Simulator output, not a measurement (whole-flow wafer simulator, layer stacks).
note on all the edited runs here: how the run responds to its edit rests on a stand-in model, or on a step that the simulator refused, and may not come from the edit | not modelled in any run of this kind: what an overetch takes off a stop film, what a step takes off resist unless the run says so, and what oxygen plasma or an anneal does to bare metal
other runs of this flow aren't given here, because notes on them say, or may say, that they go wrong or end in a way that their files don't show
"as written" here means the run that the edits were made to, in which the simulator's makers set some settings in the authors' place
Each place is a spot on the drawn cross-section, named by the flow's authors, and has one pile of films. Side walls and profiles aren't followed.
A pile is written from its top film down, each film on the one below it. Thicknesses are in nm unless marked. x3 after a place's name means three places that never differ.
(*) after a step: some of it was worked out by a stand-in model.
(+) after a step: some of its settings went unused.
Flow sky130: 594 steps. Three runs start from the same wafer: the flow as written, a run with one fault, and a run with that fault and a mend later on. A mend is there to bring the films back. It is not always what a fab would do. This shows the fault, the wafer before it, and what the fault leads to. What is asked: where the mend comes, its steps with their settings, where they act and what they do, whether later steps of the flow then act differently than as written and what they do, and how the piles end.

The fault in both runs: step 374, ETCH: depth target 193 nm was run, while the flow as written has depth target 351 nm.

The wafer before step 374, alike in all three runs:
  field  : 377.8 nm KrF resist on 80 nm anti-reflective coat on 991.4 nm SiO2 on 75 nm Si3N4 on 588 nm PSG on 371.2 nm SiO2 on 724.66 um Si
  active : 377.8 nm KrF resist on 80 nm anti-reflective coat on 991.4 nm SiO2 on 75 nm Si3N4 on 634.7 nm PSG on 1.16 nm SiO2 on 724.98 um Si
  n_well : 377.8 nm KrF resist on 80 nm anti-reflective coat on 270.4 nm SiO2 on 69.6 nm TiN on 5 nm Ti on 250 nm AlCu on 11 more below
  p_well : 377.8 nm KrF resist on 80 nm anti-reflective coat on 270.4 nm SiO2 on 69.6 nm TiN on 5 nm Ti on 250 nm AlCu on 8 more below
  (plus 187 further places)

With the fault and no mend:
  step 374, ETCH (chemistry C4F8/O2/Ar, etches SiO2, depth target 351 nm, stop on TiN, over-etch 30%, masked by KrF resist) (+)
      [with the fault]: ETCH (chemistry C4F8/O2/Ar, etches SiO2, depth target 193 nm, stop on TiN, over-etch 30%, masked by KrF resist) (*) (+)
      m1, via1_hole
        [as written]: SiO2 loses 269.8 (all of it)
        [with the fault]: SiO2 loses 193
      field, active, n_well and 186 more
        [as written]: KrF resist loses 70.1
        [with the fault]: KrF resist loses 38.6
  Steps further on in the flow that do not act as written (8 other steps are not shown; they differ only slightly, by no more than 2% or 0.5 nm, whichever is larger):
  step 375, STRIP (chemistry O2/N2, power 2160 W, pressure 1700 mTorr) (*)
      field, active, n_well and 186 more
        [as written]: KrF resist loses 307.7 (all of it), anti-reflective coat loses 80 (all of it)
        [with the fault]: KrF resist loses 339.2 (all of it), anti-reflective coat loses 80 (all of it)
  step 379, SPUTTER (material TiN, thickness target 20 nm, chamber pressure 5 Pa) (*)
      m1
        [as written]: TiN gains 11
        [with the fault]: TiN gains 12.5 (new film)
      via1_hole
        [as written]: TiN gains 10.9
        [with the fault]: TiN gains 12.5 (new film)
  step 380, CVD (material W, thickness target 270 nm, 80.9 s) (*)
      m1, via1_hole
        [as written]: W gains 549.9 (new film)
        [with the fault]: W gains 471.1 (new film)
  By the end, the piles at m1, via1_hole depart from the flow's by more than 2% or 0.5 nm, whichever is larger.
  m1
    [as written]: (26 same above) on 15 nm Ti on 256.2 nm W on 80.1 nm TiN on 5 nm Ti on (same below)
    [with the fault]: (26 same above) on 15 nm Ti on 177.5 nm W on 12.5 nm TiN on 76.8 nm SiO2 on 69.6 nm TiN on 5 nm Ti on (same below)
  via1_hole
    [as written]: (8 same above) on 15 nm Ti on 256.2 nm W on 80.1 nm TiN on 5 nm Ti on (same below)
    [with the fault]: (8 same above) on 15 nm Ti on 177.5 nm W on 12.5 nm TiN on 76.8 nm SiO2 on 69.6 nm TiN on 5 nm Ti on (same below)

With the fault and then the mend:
  The mend stands after step 374.
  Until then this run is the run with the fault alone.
  step 374a, ETCH (chemistry C4F8/O2/Ar, etches SiO2, depth target 158 nm, stop on TiN, over-etch 30%, masked by KrF resist) (+) (the flow's step 374, run once more with other settings)
      field, active, n_well and 186 more
        KrF resist loses 20
      m1, via1_hole
        SiO2 loses 76.8 (all of it)
  Steps further on in the flow that do not act as written:
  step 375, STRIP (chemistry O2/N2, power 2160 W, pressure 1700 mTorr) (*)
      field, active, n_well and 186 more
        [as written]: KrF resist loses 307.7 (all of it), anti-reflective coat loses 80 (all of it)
        [with the mend]: KrF resist loses 319.3 (all of it), anti-reflective coat loses 80 (all of it)
  By the end, the piles equal the flow's at every place that both follow.
